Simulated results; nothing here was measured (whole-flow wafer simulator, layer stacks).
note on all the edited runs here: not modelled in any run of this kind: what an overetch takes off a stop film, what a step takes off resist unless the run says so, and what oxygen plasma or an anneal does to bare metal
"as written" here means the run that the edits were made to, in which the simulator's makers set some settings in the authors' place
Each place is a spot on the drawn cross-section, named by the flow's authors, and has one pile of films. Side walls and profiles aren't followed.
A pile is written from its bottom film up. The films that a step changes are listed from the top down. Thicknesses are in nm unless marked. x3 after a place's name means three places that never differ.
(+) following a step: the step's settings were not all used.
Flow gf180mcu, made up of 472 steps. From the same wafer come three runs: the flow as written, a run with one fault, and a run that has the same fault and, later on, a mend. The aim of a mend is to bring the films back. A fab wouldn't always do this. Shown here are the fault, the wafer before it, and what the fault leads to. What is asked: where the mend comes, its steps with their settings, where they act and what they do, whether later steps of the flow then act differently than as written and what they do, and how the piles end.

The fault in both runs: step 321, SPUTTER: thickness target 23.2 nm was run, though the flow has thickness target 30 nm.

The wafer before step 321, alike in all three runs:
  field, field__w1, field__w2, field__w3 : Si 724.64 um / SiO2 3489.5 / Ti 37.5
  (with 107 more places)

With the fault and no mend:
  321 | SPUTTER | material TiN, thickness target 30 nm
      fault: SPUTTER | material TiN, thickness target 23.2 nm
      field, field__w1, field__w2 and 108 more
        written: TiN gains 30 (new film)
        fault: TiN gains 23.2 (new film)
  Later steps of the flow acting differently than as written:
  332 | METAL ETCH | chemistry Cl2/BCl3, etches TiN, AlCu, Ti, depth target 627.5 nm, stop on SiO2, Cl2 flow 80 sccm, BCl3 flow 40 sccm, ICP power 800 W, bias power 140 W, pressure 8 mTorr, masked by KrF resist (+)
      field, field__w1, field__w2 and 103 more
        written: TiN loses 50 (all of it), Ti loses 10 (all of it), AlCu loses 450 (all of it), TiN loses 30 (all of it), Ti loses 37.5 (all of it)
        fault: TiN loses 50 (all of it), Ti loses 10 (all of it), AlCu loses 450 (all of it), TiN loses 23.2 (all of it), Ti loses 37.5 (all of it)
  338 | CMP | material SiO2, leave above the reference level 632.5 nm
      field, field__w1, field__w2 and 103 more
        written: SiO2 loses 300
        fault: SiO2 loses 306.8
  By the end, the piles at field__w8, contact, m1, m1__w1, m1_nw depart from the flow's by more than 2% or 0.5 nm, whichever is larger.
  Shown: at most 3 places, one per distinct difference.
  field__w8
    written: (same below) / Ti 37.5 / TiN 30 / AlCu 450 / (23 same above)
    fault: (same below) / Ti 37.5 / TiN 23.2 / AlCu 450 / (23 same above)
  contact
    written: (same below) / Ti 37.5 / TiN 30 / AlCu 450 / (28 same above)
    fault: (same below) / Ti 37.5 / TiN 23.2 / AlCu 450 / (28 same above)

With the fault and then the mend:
  After step 321 comes the mend.
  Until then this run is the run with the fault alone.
  321a | SPUTTER | material TiN, thickness target 6.8 nm (a further turn of the flow's step 321, with different settings)
      field, field__w1, field__w2 and 108 more
        TiN gains 6.8
  Later steps of the flow that are run all act as written at every place that is followed.
  At every place that both follow, the piles at the end match the flow's.
